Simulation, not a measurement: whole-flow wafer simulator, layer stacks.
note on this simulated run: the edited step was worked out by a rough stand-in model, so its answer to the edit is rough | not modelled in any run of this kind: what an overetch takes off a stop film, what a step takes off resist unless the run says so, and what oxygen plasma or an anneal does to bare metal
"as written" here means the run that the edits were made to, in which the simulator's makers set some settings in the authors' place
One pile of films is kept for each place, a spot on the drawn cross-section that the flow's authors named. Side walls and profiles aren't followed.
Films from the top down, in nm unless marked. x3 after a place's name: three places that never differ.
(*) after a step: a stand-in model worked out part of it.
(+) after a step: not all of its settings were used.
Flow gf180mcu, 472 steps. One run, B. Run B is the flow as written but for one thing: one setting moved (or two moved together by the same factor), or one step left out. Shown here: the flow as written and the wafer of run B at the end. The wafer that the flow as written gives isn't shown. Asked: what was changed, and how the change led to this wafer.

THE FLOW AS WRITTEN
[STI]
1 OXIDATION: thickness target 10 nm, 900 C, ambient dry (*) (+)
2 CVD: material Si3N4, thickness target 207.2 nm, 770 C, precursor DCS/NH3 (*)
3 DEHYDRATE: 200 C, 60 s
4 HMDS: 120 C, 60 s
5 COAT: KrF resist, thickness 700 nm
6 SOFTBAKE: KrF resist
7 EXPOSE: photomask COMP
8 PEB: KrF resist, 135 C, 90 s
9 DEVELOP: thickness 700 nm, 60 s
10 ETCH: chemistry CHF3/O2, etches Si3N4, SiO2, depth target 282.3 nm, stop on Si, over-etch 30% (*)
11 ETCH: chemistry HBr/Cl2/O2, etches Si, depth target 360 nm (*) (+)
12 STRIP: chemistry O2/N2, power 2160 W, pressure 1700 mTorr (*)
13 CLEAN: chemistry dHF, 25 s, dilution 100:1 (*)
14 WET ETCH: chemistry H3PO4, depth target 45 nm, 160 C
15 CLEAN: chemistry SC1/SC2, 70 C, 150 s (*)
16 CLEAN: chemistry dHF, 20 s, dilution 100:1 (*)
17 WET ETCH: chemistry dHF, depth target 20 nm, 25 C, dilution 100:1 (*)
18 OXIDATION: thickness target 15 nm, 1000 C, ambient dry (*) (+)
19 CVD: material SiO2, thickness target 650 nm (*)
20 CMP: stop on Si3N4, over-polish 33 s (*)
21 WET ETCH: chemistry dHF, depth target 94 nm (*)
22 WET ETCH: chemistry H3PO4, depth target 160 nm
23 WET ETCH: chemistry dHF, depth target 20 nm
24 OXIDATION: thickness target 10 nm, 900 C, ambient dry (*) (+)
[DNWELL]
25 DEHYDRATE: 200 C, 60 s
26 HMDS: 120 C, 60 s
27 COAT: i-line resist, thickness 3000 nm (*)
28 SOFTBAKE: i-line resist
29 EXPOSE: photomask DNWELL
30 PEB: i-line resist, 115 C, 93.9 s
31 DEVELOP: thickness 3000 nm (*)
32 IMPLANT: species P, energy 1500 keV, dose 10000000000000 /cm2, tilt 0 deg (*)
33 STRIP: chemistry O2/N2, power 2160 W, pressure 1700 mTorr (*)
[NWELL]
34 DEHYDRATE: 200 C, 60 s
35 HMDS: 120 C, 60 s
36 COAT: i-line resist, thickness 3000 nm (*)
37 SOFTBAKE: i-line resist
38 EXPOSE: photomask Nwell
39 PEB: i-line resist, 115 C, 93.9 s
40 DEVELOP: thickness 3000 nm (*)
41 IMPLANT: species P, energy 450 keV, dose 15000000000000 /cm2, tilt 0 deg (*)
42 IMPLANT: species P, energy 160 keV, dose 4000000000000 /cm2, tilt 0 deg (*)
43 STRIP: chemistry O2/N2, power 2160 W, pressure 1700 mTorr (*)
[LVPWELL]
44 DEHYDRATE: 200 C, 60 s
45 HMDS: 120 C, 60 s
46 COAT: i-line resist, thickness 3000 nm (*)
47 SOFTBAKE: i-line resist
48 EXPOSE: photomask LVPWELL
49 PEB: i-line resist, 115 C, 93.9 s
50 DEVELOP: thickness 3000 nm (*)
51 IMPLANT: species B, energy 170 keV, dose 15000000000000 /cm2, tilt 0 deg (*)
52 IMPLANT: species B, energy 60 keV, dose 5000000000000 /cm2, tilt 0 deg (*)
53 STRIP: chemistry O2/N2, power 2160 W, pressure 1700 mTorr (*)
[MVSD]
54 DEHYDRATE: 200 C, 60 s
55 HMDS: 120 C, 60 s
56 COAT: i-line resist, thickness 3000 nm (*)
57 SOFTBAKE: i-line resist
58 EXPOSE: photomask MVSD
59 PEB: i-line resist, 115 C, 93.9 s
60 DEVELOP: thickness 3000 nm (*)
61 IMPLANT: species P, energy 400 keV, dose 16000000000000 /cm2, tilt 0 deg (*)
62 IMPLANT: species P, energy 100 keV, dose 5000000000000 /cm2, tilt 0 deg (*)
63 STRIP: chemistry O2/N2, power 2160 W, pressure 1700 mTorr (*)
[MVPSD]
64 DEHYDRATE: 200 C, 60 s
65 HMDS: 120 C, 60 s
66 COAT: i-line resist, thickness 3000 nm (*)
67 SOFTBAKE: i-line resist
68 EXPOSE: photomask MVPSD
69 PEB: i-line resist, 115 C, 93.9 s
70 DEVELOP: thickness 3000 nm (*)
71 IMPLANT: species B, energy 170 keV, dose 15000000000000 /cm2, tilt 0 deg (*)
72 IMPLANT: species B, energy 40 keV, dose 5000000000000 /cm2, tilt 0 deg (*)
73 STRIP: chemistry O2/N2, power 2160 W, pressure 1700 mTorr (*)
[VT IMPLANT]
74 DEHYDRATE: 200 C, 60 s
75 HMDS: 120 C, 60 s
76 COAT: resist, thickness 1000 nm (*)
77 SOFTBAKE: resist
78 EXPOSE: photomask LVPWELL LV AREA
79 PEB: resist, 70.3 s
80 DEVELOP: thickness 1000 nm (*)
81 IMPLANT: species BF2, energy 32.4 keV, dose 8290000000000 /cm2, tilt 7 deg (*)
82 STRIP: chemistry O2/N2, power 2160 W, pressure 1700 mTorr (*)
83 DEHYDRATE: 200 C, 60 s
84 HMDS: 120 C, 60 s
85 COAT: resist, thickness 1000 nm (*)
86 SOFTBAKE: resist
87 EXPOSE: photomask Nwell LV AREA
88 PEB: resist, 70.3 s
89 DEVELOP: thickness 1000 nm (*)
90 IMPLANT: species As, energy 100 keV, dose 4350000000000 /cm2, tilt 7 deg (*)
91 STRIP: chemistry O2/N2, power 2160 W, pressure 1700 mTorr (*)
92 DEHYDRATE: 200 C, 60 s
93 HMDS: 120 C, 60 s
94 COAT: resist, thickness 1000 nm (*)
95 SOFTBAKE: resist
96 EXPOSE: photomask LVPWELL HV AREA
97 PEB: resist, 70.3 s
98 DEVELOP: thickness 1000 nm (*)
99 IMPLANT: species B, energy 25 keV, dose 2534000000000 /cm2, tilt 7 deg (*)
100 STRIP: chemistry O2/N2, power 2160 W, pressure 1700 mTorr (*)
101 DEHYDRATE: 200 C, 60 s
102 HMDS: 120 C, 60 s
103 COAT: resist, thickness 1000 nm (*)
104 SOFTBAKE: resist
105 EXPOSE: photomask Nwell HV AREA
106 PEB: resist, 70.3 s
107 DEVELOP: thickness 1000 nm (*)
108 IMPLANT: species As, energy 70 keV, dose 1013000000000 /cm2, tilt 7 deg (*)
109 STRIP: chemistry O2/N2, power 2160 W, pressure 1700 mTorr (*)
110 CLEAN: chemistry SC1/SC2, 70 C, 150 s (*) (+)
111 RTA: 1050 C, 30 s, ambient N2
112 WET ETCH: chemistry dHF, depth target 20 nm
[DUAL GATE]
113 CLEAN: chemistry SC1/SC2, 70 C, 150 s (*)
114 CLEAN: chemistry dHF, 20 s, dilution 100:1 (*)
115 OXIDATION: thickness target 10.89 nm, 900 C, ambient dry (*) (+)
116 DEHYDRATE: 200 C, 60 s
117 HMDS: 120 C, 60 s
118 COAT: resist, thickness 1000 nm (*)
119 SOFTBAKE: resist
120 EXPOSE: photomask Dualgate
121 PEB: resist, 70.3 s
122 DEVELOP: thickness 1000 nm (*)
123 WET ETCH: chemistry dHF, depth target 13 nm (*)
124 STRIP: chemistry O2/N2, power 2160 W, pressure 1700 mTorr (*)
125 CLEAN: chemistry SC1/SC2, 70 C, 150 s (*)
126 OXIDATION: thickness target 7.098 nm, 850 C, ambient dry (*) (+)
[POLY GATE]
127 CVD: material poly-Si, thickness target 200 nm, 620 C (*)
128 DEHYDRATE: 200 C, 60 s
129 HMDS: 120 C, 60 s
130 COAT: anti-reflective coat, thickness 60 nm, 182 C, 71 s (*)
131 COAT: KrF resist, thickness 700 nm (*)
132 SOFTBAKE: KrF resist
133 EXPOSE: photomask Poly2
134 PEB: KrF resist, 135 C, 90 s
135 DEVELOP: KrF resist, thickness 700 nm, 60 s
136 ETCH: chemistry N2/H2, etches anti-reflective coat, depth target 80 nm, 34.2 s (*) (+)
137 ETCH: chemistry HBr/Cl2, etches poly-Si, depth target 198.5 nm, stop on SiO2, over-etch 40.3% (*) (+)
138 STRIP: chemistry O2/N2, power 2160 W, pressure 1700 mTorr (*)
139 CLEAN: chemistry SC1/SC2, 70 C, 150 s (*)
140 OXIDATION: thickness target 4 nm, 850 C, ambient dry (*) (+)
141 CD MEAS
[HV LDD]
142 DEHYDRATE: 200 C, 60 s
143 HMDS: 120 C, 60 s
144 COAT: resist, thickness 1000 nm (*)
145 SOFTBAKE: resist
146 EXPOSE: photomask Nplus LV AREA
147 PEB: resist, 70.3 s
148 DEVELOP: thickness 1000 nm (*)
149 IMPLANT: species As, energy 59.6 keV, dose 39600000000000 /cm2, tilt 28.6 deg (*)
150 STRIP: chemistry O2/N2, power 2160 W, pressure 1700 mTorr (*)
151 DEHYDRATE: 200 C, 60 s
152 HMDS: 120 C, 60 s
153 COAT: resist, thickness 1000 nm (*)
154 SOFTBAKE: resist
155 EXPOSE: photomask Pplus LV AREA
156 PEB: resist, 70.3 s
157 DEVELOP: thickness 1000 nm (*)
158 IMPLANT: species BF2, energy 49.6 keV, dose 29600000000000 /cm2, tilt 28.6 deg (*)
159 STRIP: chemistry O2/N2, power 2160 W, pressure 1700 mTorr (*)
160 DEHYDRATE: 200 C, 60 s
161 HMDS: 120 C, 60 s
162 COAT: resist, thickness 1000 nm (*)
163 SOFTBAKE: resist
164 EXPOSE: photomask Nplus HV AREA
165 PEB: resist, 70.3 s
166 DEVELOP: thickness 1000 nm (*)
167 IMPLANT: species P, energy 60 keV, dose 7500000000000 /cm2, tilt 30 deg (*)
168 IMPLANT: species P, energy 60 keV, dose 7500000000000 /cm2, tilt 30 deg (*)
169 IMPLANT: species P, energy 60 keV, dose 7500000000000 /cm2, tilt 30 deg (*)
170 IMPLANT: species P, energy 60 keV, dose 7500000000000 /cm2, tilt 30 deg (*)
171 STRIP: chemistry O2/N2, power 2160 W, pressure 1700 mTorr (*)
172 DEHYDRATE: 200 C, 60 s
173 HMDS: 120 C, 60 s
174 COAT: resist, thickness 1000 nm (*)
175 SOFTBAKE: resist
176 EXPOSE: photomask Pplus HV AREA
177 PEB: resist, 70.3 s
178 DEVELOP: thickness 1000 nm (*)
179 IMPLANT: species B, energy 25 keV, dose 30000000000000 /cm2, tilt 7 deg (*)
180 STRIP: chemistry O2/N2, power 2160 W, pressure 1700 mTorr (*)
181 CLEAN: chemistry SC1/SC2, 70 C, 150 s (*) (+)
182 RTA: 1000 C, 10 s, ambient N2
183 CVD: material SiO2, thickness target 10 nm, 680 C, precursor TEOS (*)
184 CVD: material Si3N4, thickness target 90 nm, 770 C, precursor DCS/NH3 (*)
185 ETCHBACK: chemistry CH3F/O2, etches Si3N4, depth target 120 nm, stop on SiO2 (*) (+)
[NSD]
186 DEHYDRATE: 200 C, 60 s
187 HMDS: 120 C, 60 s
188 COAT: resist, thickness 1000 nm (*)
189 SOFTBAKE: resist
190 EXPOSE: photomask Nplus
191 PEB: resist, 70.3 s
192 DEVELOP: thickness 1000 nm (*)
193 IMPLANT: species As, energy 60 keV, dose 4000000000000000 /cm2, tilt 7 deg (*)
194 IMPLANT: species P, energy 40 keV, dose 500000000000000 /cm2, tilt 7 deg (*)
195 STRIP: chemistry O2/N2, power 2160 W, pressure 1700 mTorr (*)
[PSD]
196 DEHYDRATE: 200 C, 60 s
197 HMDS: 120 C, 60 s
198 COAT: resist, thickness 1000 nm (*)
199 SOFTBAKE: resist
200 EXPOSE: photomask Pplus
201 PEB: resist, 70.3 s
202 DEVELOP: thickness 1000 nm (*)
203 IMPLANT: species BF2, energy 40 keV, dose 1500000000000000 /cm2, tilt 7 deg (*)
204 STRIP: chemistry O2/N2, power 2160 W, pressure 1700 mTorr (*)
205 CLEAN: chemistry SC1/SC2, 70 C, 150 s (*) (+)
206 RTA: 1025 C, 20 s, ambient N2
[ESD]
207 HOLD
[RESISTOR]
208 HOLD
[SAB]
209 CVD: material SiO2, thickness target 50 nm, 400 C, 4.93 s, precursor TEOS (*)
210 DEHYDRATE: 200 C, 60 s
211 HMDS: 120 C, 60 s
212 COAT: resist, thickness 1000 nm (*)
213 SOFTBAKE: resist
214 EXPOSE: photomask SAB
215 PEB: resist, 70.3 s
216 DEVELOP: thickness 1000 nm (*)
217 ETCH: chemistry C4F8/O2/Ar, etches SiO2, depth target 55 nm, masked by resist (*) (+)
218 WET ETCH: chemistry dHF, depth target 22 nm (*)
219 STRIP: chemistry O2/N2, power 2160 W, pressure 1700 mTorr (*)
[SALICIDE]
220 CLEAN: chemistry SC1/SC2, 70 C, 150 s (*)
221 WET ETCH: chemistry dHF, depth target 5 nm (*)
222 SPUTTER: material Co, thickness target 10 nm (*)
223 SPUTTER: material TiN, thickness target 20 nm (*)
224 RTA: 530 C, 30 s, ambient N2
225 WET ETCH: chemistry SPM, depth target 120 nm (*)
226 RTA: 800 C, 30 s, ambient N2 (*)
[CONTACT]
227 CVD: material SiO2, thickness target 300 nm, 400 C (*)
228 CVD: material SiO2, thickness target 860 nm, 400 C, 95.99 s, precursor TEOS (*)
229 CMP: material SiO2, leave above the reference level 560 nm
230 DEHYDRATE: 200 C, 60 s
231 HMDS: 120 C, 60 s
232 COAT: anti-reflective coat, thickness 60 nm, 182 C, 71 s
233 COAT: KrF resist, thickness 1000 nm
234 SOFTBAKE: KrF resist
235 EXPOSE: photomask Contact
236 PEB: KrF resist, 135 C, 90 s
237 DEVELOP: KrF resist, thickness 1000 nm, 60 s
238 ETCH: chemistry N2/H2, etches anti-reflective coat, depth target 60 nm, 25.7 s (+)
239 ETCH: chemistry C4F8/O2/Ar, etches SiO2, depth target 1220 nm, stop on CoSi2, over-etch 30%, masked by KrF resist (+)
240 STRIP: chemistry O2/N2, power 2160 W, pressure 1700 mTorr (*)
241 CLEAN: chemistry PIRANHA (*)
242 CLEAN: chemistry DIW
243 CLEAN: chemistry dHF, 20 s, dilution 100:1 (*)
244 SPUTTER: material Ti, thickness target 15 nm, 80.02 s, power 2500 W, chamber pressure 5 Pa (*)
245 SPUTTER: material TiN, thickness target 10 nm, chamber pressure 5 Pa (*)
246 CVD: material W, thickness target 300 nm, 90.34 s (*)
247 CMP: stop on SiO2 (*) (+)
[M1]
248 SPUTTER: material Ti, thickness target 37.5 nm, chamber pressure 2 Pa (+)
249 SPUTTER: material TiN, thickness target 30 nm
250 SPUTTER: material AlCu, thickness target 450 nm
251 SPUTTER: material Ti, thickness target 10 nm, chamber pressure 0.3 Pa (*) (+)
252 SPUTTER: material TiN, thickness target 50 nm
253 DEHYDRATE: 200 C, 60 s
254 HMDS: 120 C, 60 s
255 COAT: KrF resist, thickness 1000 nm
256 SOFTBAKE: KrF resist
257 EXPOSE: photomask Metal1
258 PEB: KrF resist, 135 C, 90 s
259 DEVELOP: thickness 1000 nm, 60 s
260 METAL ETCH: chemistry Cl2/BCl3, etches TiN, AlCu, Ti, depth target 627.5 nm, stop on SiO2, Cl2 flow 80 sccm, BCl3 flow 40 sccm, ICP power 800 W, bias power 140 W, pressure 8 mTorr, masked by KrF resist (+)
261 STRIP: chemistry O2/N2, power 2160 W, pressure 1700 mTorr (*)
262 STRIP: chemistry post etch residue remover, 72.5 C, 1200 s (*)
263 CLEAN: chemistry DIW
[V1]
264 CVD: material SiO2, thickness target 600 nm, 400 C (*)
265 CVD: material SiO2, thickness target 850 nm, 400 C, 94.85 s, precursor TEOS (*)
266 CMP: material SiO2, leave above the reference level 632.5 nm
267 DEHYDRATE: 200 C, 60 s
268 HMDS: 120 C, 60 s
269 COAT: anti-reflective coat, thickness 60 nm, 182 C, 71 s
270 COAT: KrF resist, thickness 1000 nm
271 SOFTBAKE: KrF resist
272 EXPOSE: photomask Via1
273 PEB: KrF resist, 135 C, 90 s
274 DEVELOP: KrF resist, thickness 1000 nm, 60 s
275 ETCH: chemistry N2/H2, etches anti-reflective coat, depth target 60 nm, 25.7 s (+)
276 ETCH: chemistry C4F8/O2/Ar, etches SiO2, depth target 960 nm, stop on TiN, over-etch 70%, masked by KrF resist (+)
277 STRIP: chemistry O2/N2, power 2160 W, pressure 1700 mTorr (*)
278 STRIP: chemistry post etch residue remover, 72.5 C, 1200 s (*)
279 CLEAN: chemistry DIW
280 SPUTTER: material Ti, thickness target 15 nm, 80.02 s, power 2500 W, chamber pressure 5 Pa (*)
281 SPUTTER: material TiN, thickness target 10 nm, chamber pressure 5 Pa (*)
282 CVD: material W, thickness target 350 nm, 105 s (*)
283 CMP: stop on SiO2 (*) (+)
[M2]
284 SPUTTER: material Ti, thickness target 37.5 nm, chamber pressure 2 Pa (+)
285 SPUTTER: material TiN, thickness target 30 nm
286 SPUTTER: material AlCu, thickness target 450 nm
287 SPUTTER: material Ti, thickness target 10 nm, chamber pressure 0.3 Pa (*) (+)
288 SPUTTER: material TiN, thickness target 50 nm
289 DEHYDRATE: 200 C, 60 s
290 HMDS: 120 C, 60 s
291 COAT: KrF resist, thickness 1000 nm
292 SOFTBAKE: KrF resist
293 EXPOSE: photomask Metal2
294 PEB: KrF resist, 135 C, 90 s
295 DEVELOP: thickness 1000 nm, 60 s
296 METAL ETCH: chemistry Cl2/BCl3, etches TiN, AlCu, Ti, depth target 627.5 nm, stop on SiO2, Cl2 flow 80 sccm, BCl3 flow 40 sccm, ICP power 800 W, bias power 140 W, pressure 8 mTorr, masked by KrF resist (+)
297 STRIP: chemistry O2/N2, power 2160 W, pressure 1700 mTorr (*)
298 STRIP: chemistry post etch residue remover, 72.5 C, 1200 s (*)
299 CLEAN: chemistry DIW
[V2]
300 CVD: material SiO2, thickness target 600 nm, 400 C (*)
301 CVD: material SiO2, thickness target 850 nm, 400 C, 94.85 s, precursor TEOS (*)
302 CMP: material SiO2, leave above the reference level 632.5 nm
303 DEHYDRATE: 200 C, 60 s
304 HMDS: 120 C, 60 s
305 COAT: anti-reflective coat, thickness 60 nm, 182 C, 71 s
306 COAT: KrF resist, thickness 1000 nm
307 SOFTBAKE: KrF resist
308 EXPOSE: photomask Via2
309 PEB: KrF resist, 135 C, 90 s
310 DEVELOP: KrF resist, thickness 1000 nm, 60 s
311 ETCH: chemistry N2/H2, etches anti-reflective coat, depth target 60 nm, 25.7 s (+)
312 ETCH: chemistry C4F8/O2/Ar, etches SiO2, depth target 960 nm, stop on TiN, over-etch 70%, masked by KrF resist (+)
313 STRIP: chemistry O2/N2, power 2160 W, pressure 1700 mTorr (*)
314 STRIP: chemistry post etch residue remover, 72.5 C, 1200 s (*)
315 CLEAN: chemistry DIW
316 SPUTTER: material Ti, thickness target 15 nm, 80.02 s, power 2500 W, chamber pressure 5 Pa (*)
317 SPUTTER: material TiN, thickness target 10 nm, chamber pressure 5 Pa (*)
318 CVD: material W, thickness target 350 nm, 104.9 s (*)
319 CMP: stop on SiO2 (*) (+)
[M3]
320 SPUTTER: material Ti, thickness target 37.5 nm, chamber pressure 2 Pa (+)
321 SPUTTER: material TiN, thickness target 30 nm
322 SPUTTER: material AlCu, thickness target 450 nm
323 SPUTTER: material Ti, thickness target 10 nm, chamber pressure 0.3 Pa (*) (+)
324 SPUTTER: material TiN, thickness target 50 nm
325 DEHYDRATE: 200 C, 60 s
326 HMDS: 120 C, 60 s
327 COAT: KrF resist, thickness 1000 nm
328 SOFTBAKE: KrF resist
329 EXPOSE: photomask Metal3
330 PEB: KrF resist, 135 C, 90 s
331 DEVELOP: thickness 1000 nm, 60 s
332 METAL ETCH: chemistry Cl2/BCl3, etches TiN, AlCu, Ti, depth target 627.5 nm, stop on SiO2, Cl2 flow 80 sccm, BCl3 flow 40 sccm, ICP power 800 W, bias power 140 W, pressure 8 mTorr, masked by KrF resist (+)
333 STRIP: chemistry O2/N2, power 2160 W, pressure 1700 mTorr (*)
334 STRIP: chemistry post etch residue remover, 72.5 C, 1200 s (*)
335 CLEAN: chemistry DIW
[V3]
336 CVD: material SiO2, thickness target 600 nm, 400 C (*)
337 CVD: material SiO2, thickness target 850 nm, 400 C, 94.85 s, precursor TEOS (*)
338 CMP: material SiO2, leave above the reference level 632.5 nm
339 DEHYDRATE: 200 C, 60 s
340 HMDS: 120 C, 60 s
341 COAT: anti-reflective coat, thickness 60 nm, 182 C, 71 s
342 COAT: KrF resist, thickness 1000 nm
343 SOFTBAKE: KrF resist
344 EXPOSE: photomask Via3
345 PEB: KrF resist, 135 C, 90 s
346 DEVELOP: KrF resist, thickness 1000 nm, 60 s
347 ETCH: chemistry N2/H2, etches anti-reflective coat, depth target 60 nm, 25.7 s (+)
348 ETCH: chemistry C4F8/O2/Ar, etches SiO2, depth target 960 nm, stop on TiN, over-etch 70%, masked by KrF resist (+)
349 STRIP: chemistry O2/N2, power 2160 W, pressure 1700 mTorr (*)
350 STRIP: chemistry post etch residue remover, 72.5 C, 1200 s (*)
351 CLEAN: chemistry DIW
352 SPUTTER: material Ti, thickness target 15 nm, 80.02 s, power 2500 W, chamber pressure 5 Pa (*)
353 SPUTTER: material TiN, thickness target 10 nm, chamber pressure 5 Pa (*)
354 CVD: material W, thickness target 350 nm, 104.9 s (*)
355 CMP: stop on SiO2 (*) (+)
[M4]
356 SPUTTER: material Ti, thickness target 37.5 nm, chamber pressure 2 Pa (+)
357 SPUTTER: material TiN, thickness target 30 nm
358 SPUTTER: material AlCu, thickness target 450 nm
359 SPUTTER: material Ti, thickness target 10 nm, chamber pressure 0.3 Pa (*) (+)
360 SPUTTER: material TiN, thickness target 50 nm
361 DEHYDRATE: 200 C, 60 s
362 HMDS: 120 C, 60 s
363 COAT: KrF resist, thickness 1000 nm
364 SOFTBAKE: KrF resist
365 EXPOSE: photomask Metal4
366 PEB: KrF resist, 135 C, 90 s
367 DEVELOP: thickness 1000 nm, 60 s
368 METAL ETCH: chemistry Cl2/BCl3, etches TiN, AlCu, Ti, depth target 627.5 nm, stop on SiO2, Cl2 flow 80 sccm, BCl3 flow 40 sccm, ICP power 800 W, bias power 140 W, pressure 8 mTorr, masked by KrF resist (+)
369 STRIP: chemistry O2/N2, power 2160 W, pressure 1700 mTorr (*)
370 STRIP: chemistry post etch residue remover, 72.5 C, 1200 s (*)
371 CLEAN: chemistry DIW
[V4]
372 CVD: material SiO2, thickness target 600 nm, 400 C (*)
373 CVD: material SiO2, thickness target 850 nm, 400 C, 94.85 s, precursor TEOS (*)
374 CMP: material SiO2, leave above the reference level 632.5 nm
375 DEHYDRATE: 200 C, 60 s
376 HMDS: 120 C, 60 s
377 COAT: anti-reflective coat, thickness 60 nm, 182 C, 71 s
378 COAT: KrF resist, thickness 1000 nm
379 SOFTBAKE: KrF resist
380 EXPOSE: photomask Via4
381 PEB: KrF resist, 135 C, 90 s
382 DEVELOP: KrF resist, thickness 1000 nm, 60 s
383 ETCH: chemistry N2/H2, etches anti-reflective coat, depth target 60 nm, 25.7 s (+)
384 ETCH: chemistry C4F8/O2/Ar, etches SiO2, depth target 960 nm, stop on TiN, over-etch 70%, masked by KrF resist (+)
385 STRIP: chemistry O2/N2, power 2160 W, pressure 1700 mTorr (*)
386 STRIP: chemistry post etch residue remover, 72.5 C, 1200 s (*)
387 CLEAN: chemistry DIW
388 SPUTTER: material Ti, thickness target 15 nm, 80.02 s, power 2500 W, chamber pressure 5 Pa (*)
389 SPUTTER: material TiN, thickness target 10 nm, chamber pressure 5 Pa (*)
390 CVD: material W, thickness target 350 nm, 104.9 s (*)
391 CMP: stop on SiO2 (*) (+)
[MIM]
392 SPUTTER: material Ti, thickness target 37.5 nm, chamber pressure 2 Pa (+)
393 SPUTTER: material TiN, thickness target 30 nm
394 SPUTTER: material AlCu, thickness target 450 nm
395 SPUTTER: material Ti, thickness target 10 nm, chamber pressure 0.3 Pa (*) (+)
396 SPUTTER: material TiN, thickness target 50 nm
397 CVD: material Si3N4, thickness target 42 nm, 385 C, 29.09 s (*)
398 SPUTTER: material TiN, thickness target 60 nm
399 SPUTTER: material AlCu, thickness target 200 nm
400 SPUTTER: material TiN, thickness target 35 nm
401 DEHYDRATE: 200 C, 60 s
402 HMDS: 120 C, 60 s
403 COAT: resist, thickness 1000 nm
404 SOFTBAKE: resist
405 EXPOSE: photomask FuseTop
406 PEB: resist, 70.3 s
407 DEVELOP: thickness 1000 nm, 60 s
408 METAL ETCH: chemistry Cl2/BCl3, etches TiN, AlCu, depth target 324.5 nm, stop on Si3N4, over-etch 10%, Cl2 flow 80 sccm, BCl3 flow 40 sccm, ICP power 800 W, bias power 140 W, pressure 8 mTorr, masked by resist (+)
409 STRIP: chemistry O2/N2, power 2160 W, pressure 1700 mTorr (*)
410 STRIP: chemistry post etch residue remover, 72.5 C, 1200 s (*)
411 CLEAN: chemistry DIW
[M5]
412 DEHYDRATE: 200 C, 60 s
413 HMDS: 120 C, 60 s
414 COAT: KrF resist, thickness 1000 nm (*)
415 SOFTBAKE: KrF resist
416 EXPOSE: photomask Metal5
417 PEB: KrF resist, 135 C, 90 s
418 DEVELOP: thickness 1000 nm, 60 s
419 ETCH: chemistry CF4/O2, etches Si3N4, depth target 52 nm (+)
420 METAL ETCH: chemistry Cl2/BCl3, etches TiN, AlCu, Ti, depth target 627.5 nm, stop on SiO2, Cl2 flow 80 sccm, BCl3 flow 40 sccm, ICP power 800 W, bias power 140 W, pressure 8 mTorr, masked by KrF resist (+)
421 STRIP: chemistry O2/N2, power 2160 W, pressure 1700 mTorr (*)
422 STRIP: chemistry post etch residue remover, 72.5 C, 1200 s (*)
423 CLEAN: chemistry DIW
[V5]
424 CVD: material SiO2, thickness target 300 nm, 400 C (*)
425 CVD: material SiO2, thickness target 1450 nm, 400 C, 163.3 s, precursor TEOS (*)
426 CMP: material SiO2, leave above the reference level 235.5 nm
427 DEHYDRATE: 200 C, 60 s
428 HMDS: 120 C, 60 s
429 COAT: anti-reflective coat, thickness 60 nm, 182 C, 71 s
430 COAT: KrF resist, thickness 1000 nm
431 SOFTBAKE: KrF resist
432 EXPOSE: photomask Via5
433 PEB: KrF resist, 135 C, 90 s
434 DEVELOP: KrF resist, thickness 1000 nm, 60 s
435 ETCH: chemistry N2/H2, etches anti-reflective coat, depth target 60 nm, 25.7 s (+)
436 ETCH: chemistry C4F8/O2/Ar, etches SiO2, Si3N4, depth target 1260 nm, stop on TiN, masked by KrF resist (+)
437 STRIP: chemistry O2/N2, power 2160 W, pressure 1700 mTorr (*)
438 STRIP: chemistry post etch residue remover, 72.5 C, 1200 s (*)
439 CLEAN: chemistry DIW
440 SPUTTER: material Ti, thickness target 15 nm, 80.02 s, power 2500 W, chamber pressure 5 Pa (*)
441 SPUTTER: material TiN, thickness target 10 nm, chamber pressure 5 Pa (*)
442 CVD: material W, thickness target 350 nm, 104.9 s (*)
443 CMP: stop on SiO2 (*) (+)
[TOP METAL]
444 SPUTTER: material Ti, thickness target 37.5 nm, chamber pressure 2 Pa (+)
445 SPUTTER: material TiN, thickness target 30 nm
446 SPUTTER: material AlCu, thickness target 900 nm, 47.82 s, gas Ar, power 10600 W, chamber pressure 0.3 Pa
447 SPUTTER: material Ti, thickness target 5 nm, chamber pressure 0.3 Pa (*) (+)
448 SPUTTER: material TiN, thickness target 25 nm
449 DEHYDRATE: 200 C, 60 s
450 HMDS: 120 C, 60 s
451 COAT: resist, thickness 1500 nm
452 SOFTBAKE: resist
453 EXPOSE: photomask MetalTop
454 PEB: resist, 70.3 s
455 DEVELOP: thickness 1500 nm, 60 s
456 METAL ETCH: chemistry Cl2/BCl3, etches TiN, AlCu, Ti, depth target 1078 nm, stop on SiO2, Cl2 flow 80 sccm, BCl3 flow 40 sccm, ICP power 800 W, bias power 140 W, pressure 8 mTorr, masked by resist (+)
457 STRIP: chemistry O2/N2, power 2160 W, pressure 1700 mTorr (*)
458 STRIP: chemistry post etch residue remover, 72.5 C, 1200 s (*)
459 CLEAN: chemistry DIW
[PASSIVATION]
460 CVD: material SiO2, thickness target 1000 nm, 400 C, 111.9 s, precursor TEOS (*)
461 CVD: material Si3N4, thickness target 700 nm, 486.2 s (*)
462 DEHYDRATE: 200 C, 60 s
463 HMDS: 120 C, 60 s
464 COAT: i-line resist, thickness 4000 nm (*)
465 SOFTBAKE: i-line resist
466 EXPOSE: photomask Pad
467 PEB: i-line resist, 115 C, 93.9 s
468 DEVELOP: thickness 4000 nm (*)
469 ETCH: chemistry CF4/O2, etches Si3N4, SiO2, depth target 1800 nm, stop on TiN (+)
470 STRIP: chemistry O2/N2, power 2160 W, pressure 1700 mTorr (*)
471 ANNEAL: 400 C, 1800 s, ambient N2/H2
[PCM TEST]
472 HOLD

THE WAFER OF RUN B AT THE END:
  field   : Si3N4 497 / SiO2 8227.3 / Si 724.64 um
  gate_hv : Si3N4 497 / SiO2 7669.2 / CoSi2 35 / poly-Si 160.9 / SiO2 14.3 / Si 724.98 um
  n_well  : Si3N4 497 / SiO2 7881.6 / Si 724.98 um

The cause: step 461, CVD: thickness target 497 nm was run, where the flow has thickness target 700 nm; step 461, CVD: 345.2 s was run, where the flow has 486.2 s.
It can be read off the wafer: field has Si3N4 497, and step 461 as written asks for 700 nm.

How the change led to this, step by step:
  461 CVD: material Si3N4, thickness target 700 nm, 486.2 s (*)
      field, field__w1, field__w2 and 109 more: Si3N4 +497 (new film) (as written it would be: Si3N4 +700 (new film))
  465 SOFTBAKE: i-line resist
      field__w11, field__w13: i-line resist +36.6 (as written it would be: i-line resist +37.6)
      mim, ppoly_u: i-line resist +36.5 (as written it would be: i-line resist +37.5)
      (and at 46 more places)
  469 ETCH: chemistry CF4/O2, etches Si3N4, SiO2, depth target 1800 nm, stop on TiN (+)
      pad: Si3N4 -497 (all of it), SiO2 -1000 (all of it) (as written it would be: Si3N4 -700 (all of it), SiO2 -1000 (all of it))
